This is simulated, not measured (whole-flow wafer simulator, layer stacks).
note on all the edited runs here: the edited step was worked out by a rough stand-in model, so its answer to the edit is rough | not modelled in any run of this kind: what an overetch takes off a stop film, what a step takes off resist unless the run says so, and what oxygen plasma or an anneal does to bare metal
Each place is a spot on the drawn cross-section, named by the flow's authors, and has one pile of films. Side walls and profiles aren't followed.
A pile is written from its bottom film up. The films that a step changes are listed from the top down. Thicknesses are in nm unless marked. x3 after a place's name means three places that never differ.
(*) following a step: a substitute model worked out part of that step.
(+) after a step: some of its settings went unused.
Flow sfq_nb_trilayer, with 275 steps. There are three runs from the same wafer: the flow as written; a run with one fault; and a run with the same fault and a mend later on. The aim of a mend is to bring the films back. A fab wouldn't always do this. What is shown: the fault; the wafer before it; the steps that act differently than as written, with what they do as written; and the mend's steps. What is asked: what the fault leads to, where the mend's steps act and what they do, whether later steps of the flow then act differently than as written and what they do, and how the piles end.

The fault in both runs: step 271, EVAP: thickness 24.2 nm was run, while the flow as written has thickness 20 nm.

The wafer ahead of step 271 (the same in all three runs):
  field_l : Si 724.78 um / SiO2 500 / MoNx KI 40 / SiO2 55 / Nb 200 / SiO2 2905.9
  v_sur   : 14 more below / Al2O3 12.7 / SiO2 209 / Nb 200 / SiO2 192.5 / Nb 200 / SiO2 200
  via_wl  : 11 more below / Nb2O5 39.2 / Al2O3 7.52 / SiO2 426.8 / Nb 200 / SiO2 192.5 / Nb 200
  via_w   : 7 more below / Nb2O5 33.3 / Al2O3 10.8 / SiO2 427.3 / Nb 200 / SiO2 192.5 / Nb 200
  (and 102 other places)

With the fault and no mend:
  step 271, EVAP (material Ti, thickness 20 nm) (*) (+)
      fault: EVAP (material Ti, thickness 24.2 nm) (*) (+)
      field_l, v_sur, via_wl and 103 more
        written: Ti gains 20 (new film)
        fault: Ti gains 24.2 (new film)
  Later steps of the flow acting differently than as written:
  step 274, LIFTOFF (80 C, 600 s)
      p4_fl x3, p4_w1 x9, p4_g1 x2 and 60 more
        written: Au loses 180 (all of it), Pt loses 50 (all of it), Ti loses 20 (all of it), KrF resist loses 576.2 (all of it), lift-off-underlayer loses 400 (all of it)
        fault: Au loses 180 (all of it), Pt loses 50 (all of it), Ti loses 24.2 (all of it), KrF resist loses 576.2 (all of it), lift-off-underlayer loses 400 (all of it)
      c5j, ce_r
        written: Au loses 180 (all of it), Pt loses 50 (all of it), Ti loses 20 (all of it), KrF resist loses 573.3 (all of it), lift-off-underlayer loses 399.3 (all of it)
        fault: Au loses 180 (all of it), Pt loses 50 (all of it), Ti loses 24.2 (all of it), KrF resist loses 573.3 (all of it), lift-off-underlayer loses 399.3 (all of it)
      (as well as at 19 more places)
  At field_l, v_sur, via_wl and 8 more, the piles at the end differ from the flow's by more than 2% or 0.5 nm, whichever is larger.
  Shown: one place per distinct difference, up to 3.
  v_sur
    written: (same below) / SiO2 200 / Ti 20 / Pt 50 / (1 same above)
    fault: (same below) / SiO2 200 / Ti 24.2 / Pt 50 / (1 same above)
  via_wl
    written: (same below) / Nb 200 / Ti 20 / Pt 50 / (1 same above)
    fault: (same below) / Nb 200 / Ti 24.2 / Pt 50 / (1 same above)
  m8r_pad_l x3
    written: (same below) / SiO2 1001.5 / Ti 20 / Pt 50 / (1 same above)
    fault: (same below) / SiO2 1001.5 / Ti 24.2 / Pt 50 / (1 same above)

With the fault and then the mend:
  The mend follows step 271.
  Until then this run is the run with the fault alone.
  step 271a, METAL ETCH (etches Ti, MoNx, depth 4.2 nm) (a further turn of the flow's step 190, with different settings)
      field_l, v_sur, via_wl and 103 more
        Ti loses 4.2
  Every later step of the flow that is run acts as written at every place that is followed.
  The piles end the same as the flow's at every place that both follow.
